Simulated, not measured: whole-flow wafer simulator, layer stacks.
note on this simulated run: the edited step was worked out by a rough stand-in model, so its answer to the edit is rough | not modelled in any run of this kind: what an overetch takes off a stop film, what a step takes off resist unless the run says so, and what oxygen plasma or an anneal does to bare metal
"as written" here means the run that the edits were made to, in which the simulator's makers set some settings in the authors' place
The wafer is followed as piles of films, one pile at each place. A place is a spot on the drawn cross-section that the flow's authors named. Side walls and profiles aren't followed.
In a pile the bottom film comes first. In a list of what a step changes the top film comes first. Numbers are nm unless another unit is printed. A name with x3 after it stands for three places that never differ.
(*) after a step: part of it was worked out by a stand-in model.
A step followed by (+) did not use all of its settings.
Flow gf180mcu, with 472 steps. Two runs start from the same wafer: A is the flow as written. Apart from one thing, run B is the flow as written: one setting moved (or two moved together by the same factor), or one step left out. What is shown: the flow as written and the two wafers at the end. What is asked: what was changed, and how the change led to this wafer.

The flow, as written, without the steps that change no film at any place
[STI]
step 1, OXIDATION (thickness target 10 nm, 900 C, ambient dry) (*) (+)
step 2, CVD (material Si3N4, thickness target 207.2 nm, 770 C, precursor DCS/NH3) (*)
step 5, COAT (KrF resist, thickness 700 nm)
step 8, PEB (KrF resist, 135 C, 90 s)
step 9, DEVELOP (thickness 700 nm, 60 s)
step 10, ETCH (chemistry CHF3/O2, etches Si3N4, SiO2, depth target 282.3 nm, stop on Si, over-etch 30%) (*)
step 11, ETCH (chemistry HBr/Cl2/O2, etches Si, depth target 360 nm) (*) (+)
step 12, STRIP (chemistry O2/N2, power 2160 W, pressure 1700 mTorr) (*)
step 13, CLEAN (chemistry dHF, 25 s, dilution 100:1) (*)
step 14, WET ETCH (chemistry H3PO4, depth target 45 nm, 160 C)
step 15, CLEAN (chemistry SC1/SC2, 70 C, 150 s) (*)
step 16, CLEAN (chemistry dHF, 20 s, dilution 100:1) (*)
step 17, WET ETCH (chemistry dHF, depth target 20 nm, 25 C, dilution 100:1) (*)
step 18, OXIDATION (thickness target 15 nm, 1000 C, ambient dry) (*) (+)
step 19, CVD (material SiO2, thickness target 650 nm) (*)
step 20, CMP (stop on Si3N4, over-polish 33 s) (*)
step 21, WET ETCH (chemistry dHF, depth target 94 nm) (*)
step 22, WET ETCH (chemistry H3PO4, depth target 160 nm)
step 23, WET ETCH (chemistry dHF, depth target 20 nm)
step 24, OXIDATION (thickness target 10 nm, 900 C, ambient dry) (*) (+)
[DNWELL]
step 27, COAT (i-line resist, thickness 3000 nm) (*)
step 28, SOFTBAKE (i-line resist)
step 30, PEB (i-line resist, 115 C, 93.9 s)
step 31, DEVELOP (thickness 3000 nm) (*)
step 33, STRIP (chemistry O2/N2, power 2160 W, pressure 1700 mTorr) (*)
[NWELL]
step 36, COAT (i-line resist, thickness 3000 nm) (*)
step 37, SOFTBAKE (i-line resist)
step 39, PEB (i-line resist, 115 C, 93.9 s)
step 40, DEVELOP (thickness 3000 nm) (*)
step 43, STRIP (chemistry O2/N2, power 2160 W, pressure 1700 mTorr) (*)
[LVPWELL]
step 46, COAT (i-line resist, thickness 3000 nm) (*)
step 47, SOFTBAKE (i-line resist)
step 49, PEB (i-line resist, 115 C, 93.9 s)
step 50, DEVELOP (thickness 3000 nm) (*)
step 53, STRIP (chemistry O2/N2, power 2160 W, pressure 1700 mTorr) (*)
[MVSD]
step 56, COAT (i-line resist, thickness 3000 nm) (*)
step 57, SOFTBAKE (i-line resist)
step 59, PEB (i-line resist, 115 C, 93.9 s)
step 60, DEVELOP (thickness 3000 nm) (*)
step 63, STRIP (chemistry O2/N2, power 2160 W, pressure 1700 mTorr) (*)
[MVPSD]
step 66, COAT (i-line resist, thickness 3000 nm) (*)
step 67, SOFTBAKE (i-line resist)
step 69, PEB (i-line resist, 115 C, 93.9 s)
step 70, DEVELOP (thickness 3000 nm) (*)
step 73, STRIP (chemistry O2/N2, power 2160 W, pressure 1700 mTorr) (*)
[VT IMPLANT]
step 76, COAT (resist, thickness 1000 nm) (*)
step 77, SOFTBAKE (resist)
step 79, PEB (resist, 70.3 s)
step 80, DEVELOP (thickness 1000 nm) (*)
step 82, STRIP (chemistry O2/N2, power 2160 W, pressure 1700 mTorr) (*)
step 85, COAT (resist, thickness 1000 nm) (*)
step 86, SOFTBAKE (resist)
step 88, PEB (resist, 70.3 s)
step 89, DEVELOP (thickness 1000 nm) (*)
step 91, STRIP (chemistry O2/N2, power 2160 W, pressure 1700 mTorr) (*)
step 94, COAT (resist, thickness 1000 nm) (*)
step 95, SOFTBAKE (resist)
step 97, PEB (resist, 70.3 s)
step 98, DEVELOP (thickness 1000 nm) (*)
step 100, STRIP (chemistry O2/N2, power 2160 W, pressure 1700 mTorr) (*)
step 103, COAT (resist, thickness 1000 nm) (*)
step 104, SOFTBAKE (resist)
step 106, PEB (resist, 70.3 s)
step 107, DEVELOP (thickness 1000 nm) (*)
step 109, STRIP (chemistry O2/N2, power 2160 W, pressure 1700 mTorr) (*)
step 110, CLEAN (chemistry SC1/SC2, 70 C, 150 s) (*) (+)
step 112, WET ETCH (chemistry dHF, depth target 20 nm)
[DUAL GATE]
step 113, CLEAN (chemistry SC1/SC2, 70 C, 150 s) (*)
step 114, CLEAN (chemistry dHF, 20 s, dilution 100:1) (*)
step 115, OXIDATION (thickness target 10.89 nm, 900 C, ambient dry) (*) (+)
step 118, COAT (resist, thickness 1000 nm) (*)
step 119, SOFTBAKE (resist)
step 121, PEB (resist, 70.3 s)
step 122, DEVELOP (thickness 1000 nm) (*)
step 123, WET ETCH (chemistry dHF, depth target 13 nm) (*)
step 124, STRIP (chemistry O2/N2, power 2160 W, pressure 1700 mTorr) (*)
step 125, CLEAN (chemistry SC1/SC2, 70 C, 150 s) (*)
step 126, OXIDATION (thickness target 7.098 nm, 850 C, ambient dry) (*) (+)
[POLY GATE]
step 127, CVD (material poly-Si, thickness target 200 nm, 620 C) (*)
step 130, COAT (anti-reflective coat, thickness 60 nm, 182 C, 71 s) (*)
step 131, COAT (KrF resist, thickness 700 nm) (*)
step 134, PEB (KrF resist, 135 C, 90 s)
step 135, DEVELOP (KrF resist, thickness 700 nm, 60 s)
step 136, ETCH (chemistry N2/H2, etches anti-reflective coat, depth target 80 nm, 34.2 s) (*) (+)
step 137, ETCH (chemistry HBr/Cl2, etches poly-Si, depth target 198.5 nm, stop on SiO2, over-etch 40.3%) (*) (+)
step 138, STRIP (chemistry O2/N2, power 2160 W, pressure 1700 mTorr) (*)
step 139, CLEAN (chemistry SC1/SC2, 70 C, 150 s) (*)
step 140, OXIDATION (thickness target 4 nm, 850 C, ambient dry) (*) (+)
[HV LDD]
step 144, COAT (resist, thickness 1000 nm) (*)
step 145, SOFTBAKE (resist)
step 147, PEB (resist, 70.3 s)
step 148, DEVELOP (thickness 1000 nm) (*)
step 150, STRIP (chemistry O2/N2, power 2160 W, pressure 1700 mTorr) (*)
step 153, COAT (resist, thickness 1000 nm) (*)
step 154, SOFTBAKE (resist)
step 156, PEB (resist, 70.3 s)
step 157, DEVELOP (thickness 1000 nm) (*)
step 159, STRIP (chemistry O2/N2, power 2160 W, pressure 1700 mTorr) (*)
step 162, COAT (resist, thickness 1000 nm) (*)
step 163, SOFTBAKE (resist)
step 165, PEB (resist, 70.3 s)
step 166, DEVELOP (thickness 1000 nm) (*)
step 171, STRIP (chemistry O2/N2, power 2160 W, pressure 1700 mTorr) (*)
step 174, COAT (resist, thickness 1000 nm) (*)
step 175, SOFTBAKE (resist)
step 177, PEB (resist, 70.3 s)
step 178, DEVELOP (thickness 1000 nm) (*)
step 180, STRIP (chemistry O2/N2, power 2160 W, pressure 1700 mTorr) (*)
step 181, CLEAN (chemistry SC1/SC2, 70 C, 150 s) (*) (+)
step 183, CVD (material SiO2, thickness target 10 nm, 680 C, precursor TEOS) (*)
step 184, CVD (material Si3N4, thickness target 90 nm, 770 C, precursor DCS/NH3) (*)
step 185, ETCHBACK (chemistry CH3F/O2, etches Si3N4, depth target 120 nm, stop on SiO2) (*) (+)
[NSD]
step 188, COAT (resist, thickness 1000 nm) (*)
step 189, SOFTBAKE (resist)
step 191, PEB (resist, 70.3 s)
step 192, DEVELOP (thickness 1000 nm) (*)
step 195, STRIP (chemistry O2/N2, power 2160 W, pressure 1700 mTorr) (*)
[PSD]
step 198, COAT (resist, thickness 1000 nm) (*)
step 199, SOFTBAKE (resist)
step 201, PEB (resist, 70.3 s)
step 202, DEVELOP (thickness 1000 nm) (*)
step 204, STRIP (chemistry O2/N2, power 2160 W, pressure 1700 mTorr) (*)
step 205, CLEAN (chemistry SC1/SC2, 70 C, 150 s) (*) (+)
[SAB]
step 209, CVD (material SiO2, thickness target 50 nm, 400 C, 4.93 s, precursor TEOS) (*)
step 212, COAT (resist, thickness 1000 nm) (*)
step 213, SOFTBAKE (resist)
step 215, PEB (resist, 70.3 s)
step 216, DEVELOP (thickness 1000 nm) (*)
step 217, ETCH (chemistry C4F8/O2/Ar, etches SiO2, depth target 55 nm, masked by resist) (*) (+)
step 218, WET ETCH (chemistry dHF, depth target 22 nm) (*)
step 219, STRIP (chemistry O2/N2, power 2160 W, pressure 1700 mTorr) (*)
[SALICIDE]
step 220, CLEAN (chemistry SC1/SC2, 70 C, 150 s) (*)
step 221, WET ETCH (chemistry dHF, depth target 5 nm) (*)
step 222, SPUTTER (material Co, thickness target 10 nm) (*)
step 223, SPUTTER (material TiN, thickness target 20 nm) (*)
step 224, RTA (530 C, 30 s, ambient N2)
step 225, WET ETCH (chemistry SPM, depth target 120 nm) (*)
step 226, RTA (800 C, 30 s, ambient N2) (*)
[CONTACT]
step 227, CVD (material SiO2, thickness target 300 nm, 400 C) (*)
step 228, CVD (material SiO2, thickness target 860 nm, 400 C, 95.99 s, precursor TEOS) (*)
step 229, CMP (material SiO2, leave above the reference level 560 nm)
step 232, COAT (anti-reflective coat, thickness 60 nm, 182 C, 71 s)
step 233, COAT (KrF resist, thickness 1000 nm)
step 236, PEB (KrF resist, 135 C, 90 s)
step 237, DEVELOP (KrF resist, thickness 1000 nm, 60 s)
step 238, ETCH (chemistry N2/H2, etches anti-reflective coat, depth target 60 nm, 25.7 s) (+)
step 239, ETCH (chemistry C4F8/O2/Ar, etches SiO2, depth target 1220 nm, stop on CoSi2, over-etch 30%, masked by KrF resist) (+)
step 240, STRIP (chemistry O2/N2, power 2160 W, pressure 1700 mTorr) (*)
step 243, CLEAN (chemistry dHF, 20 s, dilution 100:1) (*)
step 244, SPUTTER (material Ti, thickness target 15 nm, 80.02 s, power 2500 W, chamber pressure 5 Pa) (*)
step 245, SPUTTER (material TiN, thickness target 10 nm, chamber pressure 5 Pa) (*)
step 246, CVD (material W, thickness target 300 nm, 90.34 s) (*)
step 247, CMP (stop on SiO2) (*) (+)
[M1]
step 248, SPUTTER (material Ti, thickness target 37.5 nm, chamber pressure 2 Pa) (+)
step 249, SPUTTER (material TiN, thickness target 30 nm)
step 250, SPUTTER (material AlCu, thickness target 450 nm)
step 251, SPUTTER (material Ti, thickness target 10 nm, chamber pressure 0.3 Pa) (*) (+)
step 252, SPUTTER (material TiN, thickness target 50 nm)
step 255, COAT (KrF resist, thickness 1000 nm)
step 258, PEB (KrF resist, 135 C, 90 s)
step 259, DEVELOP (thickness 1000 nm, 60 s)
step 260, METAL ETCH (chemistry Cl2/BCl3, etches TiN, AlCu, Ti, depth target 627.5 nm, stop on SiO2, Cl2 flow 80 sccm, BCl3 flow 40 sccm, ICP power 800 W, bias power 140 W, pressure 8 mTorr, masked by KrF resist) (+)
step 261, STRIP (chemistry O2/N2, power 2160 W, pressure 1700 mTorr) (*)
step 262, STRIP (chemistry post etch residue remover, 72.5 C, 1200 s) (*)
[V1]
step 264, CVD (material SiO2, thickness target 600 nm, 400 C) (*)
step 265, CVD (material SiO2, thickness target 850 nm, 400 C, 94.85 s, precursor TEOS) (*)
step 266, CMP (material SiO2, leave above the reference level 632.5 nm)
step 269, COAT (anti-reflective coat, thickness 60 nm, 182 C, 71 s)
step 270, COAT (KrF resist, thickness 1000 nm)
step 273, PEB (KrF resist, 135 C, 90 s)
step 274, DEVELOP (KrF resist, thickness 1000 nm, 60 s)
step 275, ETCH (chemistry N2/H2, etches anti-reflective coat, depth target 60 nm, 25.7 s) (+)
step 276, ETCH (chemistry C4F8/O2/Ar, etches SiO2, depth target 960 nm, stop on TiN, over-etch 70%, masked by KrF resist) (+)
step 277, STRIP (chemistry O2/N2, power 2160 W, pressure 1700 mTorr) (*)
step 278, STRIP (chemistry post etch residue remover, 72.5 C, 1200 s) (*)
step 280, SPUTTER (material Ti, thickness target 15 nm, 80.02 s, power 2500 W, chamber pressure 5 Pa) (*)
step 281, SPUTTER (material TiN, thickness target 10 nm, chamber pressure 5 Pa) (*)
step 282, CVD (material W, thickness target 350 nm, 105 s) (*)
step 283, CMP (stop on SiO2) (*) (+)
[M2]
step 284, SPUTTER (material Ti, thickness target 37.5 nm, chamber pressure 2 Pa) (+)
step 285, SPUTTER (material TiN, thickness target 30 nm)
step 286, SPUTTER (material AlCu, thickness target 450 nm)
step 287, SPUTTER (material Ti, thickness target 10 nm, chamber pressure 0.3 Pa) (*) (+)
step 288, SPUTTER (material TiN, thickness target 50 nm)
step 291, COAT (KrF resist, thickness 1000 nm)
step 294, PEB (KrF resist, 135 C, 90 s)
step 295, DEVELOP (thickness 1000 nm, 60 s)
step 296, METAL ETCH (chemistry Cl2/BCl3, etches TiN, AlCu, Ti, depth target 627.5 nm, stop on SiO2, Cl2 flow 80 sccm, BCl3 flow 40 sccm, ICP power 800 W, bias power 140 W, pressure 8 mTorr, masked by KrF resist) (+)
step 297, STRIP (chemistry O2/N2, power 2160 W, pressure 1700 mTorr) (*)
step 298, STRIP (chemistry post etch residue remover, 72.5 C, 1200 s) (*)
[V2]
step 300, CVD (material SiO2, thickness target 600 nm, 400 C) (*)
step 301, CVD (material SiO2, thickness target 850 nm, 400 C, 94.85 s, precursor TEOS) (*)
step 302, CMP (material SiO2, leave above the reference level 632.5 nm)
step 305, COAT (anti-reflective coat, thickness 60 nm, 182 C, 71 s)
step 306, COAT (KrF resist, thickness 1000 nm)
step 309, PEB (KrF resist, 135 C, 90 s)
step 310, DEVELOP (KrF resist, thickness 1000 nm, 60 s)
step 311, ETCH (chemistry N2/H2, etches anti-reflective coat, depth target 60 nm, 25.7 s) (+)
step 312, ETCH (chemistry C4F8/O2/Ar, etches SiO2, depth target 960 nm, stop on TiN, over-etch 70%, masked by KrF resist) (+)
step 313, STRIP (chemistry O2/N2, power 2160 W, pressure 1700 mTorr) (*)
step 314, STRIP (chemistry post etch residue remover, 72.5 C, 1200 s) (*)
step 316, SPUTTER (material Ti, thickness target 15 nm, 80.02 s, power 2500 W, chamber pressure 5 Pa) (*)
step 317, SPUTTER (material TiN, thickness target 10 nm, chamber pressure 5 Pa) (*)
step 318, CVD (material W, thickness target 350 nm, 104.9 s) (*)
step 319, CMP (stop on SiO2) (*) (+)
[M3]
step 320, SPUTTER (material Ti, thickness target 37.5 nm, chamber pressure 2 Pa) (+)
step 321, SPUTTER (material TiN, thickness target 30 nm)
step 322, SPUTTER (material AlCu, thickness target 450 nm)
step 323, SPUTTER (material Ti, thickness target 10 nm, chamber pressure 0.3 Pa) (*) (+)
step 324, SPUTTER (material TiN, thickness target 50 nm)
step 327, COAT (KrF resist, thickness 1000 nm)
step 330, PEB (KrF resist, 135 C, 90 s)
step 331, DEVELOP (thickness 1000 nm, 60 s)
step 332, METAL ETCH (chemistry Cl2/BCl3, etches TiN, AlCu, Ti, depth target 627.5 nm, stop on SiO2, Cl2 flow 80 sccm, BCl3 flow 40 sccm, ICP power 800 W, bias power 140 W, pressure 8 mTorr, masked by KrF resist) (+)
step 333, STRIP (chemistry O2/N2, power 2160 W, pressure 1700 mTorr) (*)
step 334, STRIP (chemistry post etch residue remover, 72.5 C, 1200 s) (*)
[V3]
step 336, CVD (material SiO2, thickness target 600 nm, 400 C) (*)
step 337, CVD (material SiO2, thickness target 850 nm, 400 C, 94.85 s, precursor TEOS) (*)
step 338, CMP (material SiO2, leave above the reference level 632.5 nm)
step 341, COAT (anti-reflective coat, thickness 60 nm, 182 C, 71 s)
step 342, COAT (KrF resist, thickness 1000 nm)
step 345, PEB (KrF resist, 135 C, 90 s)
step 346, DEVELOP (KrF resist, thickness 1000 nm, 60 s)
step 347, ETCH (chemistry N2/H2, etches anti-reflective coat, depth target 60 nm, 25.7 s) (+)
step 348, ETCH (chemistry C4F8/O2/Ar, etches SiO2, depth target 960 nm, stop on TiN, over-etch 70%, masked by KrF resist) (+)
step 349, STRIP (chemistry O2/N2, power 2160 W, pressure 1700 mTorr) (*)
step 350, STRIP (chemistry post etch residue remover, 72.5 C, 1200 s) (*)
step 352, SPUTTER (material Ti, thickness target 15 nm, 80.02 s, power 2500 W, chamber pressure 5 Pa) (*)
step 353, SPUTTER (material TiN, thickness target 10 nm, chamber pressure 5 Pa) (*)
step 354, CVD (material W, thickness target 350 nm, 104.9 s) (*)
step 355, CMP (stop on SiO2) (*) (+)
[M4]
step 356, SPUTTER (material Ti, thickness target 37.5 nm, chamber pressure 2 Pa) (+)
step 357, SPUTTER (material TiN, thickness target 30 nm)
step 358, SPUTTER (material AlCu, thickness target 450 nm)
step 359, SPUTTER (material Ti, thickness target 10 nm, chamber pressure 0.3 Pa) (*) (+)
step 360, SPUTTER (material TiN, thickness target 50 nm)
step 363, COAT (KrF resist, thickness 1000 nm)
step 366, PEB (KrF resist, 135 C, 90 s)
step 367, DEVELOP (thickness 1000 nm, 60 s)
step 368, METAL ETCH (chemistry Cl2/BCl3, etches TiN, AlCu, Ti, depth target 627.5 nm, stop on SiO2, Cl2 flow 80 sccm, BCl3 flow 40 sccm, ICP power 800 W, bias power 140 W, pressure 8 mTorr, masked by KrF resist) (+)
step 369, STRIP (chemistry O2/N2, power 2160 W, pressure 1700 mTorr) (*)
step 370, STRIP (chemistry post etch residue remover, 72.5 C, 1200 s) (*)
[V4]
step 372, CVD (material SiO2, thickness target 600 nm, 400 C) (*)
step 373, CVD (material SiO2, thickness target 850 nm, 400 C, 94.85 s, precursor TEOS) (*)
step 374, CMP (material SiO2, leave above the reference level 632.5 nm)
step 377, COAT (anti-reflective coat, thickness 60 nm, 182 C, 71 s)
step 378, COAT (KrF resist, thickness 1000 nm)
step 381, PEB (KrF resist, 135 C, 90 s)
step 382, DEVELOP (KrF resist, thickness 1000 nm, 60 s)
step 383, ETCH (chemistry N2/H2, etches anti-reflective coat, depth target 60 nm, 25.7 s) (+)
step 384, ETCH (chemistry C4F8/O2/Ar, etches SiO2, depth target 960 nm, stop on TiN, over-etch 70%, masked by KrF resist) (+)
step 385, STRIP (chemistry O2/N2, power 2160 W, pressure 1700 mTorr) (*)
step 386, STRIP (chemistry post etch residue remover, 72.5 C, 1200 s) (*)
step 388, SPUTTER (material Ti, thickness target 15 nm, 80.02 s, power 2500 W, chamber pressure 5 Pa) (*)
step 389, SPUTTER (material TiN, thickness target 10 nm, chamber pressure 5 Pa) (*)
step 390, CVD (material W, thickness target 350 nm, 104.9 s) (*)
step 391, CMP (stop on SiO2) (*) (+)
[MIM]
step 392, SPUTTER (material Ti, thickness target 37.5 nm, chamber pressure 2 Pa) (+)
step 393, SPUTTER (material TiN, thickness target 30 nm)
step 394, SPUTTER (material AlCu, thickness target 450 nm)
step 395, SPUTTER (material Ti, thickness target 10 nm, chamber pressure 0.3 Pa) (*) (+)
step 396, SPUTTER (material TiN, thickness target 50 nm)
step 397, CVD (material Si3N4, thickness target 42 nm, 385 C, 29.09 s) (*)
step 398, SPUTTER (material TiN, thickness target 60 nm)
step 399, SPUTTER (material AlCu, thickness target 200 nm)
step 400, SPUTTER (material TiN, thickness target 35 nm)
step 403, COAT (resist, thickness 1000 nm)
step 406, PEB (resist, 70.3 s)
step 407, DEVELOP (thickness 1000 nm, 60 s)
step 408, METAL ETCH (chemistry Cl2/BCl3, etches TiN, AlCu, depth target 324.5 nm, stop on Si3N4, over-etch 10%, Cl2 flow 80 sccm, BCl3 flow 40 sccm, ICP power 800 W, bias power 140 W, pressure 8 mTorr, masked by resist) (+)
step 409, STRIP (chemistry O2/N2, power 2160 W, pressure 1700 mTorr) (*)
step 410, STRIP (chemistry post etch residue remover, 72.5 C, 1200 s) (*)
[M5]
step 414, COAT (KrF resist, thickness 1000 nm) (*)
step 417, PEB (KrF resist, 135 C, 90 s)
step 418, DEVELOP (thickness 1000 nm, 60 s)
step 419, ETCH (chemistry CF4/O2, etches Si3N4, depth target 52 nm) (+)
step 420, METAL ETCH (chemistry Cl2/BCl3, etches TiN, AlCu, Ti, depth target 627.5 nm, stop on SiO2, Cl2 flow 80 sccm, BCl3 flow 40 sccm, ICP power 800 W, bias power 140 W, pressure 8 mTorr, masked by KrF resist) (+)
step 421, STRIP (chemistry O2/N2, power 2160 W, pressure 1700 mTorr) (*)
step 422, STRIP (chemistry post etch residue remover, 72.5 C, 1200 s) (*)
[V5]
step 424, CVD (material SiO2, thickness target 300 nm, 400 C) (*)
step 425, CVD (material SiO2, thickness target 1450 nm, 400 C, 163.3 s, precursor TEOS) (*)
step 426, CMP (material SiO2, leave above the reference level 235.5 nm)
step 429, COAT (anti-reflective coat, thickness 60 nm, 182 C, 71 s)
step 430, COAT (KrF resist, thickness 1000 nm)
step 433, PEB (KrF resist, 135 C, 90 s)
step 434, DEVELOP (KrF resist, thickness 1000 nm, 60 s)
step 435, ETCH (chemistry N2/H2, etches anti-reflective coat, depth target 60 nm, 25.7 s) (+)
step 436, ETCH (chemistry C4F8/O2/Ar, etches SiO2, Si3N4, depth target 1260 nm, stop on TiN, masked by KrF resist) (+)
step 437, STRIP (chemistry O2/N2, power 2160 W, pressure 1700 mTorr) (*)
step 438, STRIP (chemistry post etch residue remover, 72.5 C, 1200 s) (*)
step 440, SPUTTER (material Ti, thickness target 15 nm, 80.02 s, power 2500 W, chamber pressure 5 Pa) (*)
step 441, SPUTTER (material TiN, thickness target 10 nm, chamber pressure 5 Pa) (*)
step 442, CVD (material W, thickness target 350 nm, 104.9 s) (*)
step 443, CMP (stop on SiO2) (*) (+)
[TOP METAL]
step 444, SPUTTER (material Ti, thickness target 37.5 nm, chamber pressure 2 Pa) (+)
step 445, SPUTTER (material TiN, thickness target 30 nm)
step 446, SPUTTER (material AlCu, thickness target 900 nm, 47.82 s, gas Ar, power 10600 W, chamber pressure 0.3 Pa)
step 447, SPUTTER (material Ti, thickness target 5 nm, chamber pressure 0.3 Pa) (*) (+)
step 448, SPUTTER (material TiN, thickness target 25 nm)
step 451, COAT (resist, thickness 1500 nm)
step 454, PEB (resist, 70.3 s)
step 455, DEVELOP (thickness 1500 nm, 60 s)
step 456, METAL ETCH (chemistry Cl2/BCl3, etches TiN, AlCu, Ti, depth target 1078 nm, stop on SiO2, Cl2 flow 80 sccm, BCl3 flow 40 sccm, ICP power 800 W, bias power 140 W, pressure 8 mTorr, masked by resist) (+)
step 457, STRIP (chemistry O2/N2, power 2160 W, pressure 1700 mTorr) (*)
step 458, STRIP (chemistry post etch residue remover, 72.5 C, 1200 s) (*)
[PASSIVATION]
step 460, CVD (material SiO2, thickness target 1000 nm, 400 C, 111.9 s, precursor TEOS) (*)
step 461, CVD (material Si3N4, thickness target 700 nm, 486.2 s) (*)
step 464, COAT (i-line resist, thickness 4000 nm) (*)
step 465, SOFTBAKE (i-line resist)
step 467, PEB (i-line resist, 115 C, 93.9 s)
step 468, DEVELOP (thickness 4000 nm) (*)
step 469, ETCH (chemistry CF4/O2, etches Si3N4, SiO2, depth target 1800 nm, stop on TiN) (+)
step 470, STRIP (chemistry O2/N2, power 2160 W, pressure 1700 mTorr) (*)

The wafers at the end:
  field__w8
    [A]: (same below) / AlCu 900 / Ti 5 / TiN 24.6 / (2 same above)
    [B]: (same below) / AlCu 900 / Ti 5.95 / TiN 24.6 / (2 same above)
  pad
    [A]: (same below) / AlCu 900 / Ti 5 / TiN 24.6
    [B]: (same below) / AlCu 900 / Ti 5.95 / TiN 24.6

Cause: step 447, SPUTTER: thickness target 5.95 nm was run, while the flow as written has thickness target 5 nm.
The wafer itself shows it: field__w8 has Ti 5.95, and step 447 as written asks for 5 nm.

How this came from the change, step by step:
  step 447, SPUTTER (material Ti, thickness target 5 nm, chamber pressure 0.3 Pa) (*) (+)
      field, field__w1, field__w2 and 109 more: A +5 Ti (new film) | B +5.95 Ti (new film)
  step 456, METAL ETCH (chemistry Cl2/BCl3, etches TiN, AlCu, Ti, depth target 1078 nm, stop on SiO2, Cl2 flow 80 sccm, BCl3 flow 40 sccm, ICP power 800 W, bias power 140 W, pressure 8 mTorr, masked by resist) (+)
      field, field__w1, field__w2 and 103 more: A -25 TiN (all of it), -5 Ti (all of it), -900 AlCu (all of it), -30 TiN (all of it), -37.5 Ti (all of it) | B -25 TiN (all of it), -5.95 Ti (all of it), -900 AlCu (all of it), -30 TiN (all of it), -37.5 Ti (all of it)
